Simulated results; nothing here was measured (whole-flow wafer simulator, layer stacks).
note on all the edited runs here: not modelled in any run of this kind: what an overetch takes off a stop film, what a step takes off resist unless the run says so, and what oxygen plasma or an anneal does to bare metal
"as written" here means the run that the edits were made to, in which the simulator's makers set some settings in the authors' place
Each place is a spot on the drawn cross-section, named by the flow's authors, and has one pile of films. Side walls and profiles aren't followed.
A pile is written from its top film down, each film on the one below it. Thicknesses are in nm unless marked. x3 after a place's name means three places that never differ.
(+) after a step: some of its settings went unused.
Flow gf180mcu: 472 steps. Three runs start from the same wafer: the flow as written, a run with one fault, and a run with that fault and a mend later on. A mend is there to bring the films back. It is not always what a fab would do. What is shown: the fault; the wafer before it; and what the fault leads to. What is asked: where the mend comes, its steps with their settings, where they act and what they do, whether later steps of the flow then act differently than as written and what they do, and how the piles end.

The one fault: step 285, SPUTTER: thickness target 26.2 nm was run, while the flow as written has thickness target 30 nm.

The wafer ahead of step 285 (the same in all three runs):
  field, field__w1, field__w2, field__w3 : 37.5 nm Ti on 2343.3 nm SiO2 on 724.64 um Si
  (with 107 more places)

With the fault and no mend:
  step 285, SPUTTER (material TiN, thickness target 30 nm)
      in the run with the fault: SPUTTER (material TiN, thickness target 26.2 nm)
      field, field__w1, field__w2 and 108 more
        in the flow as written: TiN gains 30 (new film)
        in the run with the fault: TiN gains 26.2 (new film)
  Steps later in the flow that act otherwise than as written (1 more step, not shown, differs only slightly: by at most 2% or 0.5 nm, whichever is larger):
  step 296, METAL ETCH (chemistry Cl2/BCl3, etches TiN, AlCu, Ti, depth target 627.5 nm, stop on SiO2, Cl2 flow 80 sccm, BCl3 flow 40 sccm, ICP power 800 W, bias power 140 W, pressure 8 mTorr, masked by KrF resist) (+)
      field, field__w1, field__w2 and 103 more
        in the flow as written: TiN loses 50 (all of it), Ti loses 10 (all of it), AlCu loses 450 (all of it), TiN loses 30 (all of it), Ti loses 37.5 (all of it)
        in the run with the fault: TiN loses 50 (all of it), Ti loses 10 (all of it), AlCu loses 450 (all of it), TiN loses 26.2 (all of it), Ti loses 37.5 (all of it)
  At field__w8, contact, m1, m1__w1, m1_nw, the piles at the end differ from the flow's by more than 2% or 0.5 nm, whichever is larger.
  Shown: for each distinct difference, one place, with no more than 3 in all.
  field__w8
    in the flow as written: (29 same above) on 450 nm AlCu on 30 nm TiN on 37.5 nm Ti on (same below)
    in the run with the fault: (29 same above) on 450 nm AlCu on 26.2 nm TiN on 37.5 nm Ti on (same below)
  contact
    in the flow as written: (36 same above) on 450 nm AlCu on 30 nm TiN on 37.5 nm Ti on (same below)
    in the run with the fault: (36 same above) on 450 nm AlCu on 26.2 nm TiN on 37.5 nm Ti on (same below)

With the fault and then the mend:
  The mend stands after step 285.
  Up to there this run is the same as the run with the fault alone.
  step 285a, SPUTTER (material TiN, thickness target 3.8 nm) (the flow's step 285, run once more with other settings)
      field, field__w1, field__w2 and 108 more
        TiN gains 3.8
  Every later step of the flow that is run acts as written at every place that is followed.
  At every place that both follow, the piles at the end match the flow's.
